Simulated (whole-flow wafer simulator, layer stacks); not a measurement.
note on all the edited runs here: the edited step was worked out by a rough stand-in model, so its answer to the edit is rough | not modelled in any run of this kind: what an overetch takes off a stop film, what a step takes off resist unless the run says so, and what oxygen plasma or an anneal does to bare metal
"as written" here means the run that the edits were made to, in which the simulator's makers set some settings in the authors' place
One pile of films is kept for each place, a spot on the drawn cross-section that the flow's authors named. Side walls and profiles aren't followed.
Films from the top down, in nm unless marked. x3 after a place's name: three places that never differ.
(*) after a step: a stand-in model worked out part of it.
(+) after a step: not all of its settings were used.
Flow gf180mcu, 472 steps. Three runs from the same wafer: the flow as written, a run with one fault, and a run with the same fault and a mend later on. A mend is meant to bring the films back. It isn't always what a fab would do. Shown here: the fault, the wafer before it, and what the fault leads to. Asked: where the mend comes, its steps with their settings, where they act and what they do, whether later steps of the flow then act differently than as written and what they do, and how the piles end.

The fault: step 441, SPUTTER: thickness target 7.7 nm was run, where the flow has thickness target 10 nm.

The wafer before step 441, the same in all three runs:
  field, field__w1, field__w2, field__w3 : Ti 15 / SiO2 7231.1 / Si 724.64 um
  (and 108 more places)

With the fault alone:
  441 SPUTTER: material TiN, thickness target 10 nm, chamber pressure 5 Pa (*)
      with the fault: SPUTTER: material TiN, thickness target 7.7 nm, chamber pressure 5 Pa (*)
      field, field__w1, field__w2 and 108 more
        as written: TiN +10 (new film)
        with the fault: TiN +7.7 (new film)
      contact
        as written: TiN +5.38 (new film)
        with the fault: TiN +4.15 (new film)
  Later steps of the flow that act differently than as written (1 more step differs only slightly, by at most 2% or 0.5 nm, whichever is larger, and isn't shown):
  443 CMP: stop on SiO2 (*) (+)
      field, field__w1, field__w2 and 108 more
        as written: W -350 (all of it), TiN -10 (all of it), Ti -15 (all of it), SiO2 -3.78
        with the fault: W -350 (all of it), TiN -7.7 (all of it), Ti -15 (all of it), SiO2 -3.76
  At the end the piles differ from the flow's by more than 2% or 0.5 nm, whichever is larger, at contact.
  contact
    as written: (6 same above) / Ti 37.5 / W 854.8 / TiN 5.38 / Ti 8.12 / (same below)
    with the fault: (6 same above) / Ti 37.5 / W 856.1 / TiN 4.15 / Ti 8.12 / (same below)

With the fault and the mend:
  The mend comes after step 441.
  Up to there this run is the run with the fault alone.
  441a SPUTTER: material TiN, thickness target 2.3 nm, chamber pressure 5 Pa (*) (the flow's step 441 once more, with other settings)
      field, field__w1, field__w2 and 108 more
        TiN +2.3
      contact
        TiN +1.24
  No later step of the flow acts differently than as written at any place that is followed.
  At the end the piles are the same as the flow's at every place that both follow.
